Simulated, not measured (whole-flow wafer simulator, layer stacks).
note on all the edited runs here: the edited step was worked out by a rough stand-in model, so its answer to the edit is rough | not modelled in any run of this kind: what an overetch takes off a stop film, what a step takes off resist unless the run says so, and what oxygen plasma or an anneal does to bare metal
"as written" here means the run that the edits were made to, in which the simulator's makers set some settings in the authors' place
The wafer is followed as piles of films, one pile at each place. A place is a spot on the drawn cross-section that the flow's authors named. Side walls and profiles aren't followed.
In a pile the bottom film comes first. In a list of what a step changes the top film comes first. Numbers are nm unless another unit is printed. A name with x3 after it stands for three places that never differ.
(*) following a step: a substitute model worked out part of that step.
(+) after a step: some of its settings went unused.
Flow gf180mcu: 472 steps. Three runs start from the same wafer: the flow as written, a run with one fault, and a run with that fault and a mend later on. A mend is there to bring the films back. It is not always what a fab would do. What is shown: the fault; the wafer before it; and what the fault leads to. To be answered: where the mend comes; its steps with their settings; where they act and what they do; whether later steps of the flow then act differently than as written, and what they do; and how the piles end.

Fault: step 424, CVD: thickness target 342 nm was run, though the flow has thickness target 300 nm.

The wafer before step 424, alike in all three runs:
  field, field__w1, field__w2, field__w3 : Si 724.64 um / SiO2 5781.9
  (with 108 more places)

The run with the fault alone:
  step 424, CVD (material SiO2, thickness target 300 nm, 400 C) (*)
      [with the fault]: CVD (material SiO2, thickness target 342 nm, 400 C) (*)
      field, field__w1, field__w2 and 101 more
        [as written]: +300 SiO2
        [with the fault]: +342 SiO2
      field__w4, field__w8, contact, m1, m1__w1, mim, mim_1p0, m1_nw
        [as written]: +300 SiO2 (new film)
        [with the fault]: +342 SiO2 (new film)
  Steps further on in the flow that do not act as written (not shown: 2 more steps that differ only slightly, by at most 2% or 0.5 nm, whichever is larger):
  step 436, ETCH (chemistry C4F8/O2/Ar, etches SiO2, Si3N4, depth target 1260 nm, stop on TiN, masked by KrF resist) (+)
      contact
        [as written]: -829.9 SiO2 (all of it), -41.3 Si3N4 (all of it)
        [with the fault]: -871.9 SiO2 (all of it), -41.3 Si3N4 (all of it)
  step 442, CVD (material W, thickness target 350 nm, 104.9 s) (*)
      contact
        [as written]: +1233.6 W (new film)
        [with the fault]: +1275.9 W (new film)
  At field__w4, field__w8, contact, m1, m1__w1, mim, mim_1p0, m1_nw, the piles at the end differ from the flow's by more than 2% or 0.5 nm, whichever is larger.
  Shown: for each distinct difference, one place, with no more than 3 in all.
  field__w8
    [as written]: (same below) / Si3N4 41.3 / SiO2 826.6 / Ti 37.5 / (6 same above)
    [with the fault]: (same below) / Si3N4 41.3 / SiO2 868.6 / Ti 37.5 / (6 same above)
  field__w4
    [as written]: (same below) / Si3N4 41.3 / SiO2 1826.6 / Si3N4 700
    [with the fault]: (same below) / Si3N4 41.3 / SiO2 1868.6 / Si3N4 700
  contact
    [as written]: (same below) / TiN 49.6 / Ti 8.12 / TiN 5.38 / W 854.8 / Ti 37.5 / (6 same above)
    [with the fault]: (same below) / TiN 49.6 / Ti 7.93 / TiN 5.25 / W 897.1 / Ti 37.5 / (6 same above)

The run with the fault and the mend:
  The mend follows step 424.
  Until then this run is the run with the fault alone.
  step 424a, WET ETCH (chemistry dHF, depth target 42 nm, 25 C, dilution 100:1) (a further turn of the flow's step 17, with different settings)
      field, field__w1, field__w2 and 109 more
        -42 SiO2
  Every later step of the flow that is run acts as written at every place that is followed.
  At every place that both follow, the piles at the end match the flow's.
